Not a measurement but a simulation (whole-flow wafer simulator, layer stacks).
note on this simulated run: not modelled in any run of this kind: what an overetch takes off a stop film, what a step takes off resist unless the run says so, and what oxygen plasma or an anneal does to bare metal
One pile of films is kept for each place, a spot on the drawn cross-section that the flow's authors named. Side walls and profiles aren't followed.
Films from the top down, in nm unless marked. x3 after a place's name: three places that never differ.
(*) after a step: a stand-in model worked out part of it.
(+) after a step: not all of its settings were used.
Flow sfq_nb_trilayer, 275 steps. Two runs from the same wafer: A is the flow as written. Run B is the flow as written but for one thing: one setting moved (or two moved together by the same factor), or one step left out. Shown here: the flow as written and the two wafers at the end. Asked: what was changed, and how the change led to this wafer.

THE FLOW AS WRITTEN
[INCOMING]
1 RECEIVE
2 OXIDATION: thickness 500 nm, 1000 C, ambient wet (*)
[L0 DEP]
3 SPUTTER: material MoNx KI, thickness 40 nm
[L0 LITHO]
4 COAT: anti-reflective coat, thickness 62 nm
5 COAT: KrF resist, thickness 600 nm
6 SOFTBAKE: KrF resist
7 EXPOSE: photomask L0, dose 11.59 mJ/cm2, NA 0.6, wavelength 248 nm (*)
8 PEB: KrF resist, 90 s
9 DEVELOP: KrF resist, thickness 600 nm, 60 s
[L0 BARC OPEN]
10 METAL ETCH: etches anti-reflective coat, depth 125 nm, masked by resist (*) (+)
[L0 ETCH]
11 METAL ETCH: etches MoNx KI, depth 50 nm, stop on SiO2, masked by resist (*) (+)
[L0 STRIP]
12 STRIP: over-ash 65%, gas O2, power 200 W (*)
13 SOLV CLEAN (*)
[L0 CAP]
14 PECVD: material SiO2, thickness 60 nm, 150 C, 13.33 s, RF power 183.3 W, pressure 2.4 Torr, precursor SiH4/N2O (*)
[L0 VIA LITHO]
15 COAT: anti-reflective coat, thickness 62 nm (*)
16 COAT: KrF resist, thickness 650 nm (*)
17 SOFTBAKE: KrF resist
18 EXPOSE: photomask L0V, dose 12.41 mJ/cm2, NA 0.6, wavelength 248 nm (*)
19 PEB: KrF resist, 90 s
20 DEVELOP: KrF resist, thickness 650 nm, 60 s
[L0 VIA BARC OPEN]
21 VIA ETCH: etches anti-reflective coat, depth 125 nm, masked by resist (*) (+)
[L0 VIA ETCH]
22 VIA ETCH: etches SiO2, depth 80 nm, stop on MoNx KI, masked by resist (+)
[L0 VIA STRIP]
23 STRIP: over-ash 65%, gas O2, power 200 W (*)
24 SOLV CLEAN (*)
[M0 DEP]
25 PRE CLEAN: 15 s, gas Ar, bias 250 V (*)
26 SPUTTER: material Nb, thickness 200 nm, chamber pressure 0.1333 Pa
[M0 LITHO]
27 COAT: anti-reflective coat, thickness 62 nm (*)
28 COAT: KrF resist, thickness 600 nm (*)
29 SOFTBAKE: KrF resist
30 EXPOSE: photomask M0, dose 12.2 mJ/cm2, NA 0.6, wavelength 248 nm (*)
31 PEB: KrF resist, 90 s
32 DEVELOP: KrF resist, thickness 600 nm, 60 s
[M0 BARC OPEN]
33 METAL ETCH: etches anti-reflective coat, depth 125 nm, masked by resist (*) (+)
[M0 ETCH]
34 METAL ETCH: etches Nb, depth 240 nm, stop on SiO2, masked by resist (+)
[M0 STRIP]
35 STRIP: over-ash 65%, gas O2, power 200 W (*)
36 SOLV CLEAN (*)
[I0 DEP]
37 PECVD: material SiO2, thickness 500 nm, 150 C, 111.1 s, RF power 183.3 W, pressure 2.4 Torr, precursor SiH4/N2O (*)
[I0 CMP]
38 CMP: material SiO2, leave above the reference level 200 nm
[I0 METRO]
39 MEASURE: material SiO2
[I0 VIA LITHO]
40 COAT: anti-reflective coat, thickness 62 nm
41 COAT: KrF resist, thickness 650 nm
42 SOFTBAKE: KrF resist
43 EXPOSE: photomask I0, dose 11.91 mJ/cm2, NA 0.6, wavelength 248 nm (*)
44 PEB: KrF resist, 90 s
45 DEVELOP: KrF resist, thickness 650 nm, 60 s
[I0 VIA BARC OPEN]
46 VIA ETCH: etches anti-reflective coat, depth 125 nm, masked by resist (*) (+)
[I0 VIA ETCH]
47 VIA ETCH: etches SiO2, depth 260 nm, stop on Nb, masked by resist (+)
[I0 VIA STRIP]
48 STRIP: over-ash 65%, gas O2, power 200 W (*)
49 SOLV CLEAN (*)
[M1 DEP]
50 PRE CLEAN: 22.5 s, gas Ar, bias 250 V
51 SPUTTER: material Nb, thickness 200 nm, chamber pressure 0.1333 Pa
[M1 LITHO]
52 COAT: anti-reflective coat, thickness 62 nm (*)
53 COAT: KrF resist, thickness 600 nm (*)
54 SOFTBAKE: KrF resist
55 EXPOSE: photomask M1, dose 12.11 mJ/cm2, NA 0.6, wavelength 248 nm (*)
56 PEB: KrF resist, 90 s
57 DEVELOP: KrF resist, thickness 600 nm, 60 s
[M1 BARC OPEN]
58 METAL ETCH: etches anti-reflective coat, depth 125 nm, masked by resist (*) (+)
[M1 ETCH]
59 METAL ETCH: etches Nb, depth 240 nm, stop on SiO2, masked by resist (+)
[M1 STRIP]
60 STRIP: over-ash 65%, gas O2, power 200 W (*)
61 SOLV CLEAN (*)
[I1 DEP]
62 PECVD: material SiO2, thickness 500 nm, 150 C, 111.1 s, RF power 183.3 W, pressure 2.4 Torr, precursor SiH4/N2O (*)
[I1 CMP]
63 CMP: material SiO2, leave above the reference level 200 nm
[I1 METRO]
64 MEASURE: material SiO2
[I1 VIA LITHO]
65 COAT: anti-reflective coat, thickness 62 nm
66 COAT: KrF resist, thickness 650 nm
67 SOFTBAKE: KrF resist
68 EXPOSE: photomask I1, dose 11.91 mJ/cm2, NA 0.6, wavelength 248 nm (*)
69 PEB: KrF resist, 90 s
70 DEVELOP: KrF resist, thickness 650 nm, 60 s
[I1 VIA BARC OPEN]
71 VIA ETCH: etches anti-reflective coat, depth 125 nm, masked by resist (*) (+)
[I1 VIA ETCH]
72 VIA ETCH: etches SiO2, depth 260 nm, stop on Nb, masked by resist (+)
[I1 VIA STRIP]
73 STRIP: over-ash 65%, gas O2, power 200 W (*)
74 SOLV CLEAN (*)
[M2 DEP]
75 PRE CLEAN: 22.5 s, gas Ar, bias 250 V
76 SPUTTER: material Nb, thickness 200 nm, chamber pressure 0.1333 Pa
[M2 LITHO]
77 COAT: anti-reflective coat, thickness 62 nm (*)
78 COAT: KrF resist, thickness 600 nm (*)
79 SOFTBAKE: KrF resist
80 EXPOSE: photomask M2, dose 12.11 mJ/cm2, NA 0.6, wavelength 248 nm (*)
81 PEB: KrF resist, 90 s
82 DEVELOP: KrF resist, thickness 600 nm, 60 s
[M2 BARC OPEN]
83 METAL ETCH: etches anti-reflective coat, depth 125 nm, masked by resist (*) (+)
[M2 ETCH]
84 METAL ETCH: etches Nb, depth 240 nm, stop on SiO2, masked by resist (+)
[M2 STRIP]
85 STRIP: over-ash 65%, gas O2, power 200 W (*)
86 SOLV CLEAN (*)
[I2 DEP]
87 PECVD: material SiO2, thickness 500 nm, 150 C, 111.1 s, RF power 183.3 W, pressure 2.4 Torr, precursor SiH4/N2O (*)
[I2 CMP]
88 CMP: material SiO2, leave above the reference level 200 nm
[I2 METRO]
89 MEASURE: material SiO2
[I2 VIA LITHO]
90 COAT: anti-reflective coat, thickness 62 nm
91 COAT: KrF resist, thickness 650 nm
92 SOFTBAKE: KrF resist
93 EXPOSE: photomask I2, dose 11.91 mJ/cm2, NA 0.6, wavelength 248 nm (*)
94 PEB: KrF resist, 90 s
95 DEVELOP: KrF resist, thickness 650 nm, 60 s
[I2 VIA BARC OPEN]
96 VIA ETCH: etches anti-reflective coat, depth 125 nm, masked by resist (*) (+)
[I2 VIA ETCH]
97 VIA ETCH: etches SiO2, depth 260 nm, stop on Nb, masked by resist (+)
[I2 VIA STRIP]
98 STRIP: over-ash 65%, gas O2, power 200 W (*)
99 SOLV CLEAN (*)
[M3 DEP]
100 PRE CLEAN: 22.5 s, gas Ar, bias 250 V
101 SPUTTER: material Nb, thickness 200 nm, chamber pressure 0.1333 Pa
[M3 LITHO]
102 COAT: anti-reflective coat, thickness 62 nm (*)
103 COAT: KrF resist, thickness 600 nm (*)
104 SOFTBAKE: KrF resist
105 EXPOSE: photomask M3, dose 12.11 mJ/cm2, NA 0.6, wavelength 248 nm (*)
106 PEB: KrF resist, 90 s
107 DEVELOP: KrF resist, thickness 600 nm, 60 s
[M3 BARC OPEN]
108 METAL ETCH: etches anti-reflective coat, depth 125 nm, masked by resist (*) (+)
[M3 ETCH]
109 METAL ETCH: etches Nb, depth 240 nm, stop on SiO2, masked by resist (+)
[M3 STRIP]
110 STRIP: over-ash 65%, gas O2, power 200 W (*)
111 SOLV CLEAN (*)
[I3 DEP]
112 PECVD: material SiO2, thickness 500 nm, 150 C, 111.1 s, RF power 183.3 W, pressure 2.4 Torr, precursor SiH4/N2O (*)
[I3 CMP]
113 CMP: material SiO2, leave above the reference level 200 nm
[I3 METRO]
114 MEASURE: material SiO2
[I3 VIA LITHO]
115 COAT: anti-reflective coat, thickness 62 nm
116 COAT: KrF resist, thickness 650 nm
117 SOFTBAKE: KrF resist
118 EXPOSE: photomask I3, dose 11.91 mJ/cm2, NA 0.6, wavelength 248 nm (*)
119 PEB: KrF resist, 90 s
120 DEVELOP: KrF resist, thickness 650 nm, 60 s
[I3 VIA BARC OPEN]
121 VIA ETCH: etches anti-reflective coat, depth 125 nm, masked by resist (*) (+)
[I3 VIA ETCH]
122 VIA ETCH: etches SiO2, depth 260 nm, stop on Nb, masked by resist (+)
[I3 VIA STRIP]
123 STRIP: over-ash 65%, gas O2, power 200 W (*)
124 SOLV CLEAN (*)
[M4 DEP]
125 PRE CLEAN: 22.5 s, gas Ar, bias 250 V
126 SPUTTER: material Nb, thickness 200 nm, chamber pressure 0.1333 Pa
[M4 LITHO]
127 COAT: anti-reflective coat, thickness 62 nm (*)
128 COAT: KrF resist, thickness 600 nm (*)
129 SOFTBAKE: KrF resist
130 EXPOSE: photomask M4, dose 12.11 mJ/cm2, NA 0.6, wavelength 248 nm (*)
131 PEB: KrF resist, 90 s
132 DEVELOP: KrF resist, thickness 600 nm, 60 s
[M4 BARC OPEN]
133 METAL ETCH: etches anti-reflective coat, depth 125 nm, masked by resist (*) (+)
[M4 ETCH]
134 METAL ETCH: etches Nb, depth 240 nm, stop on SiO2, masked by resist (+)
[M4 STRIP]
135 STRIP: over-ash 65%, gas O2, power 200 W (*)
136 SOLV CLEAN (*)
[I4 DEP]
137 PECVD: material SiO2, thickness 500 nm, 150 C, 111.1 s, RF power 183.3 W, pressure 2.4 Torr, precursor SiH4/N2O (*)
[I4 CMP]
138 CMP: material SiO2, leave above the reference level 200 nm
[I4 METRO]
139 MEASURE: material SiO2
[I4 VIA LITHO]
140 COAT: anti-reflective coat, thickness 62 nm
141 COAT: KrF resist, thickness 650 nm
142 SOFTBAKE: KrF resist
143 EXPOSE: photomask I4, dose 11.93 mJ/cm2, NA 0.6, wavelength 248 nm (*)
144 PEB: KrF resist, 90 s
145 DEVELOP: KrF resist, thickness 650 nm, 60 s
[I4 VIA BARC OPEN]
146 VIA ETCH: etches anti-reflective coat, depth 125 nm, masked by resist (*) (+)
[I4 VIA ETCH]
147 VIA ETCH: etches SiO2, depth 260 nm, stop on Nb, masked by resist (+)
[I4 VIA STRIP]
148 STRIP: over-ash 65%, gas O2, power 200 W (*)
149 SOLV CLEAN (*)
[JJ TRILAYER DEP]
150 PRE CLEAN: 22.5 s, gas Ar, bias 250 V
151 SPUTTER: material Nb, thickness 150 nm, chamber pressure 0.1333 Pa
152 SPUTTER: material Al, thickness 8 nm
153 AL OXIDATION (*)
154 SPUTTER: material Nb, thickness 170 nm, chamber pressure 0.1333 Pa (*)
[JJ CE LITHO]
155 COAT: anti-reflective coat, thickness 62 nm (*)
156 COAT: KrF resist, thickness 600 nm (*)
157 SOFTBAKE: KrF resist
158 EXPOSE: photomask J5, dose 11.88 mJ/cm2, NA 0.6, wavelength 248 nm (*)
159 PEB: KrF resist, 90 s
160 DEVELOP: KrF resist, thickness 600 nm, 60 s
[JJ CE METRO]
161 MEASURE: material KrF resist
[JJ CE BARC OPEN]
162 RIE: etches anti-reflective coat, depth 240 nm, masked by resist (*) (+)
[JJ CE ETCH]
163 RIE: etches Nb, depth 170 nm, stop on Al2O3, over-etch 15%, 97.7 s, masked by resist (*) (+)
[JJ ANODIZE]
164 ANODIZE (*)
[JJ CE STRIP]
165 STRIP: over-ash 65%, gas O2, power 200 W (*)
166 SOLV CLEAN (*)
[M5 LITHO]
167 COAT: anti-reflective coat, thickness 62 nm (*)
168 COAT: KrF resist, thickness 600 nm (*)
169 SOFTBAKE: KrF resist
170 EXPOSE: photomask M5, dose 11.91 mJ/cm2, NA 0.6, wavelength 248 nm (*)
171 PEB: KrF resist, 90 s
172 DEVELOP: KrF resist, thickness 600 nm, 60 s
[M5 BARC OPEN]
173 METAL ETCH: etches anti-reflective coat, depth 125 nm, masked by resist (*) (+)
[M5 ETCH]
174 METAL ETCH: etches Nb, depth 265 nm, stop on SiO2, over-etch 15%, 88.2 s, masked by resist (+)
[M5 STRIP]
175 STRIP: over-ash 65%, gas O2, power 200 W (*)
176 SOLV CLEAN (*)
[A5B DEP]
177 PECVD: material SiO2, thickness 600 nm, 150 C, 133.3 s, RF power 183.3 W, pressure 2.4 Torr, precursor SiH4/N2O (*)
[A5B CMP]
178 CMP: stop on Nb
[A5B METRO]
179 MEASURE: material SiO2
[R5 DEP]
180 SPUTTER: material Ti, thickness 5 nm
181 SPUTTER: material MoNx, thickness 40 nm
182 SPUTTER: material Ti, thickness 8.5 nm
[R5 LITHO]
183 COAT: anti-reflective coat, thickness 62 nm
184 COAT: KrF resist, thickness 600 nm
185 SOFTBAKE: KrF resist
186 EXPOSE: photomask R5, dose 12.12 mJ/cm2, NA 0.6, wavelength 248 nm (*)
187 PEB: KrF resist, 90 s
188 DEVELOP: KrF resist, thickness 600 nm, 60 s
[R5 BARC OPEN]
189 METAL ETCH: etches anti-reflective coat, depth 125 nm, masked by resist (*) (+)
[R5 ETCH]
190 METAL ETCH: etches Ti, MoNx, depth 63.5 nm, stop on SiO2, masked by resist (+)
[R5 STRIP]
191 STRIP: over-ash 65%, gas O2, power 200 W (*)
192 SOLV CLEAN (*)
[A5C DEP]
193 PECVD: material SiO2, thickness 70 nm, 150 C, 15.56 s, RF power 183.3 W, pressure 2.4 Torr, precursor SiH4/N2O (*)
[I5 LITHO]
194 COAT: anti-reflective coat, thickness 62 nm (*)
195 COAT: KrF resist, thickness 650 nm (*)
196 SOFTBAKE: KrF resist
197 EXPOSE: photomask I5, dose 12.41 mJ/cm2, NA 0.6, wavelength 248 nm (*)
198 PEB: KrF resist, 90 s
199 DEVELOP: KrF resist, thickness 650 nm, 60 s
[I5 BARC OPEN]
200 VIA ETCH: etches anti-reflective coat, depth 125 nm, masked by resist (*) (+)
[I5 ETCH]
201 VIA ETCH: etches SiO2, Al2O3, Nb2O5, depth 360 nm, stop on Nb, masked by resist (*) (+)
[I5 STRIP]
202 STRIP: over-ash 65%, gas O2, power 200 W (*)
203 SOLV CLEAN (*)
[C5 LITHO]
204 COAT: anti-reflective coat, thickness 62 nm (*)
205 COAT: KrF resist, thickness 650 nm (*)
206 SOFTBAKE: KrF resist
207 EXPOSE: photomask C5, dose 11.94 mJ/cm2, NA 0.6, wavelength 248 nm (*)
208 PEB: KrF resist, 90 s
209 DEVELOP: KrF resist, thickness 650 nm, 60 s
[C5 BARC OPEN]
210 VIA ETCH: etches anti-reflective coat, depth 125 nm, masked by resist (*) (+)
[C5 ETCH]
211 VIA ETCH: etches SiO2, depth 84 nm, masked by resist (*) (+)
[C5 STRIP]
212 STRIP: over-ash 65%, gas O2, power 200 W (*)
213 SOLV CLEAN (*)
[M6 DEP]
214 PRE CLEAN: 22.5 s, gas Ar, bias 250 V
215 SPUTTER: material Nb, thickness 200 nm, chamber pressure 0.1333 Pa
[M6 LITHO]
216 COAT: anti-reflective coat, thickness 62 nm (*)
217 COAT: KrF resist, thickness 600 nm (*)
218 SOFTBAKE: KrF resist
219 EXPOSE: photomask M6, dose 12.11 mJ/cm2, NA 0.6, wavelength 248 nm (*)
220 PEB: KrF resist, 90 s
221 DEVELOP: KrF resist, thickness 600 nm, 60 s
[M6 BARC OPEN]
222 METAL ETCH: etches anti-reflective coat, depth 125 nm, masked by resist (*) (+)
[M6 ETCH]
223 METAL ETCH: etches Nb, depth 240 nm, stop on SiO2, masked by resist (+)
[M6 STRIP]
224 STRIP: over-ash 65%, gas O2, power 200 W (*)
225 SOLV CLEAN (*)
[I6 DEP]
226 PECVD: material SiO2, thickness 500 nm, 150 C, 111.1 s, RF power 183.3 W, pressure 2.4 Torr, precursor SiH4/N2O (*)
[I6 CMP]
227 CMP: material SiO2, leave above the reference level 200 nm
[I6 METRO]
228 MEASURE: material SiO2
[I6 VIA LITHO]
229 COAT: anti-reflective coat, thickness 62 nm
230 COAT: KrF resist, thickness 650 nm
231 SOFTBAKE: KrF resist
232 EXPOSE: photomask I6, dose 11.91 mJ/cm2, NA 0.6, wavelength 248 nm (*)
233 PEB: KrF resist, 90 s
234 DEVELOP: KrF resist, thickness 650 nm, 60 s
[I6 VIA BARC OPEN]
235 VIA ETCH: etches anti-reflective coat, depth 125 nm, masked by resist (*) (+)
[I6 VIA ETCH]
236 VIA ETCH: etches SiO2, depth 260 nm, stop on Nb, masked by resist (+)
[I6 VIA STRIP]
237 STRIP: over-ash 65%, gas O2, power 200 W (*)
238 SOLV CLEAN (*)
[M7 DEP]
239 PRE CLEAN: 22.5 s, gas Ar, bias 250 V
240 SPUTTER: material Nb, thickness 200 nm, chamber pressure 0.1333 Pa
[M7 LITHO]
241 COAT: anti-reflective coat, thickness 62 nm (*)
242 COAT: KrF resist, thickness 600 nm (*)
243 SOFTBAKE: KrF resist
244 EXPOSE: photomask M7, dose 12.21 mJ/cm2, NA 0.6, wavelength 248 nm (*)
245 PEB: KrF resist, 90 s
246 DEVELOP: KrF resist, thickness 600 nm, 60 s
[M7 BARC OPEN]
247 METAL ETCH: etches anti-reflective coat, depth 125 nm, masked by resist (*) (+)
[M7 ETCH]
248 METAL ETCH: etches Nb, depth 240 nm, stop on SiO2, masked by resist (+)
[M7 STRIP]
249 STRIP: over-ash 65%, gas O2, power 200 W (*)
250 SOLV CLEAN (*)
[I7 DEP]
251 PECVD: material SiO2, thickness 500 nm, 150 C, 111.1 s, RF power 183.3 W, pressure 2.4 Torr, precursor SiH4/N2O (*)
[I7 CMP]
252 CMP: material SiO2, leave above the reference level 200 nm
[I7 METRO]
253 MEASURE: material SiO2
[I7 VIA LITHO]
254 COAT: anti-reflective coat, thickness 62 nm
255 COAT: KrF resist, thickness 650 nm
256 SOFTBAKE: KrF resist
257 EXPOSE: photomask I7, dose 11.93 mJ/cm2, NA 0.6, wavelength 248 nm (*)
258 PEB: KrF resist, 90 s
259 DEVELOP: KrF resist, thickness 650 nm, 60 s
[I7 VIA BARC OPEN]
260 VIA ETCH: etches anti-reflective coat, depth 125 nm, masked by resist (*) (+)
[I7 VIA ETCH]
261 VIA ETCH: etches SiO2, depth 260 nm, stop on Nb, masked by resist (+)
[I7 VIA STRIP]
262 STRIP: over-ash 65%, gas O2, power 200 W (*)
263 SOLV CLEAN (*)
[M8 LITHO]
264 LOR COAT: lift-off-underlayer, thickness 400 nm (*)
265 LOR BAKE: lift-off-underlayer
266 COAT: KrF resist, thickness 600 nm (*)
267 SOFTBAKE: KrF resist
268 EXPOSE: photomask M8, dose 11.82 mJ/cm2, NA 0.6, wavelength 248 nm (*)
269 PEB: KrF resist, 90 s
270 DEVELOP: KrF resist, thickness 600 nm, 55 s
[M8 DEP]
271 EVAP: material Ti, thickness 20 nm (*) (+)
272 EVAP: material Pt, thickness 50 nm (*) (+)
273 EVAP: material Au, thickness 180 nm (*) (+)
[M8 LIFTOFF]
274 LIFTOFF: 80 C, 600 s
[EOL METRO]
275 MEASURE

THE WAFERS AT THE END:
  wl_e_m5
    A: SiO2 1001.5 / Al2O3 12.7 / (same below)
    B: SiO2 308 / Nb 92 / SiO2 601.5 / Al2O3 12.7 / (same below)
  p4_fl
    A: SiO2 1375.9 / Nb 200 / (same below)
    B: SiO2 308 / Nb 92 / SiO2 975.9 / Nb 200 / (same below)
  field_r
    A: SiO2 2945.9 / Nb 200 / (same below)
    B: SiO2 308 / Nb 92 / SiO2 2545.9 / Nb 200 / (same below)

The cause: step 248, METAL ETCH: depth 108 nm was run, where the flow has depth 240 nm.

How the change led to this, step by step:
  248 METAL ETCH: etches Nb, depth 240 nm, stop on SiO2, masked by resist (+)
      field_l, field_r, lsp_l and 62 more: A Nb -200 (all of it) | B Nb -108
      v_sur, via_wl, via_w and 38 more: A KrF resist -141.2 | B KrF resist -63.5
  249 STRIP: over-ash 65%, gas O2, power 200 W (*)
      wl_j_sl, wl_jj, wl_j_sr and 14 more: A KrF resist -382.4 (all of it), anti-reflective coat -62 (all of it) | B KrF resist -460 (all of it), anti-reflective coat -62 (all of it)
      lsp_m, ln_m6, lsp_r: A KrF resist -381.9 (all of it), anti-reflective coat -61.8 (all of it) | B KrF resist -459.6 (all of it), anti-reflective coat -61.8 (all of it)
      (and at 21 more places)
  251 PECVD: material SiO2, thickness 500 nm, 150 C, 111.1 s, RF power 183.3 W, pressure 2.4 Torr, precursor SiH4/N2O (*)
      field_l, p4_fl, p4_fm and 56 more: A SiO2 +500 | B SiO2 +500 (new film)
      field_r, lsp_l: A SiO2 +477.7 | B SiO2 +487.9 (new film)
      (and at 4 more places)
  252 CMP: material SiO2, leave above the reference level 200 nm
      field_l, p4_fl, p4_fm and 56 more: A SiO2 -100 | B SiO2 -192
      field_r, lsp_l: A SiO2 -77.7 | B SiO2 -179.9
      (and at 4 more places)
Counting metal films that touch as one body, wl_e_m5 has 7 bodies (between them, from the top down: SiO2 601.5 / Al2O3 12.7 / Nb2O5 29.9; SiO2 192.5; SiO2 192.5; SiO2 192.5; SiO2 192.5; SiO2 192.5); the flow as written gives 6 bodies (between them, from the top down: SiO2 192.5; SiO2 192.5; SiO2 192.5; SiO2 192.5; SiO2 192.5).
Counting metal films that touch as one body, p4_fl has 3 bodies (between them, from the top down: SiO2 975.9; SiO2 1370); the flow as written gives 2 bodies (between them, from the top down: SiO2 1370).
Counting metal films that touch as one body, field_r has 2 bodies (between them, from the top down: SiO2 2545.9); the flow as written gives 1 body.
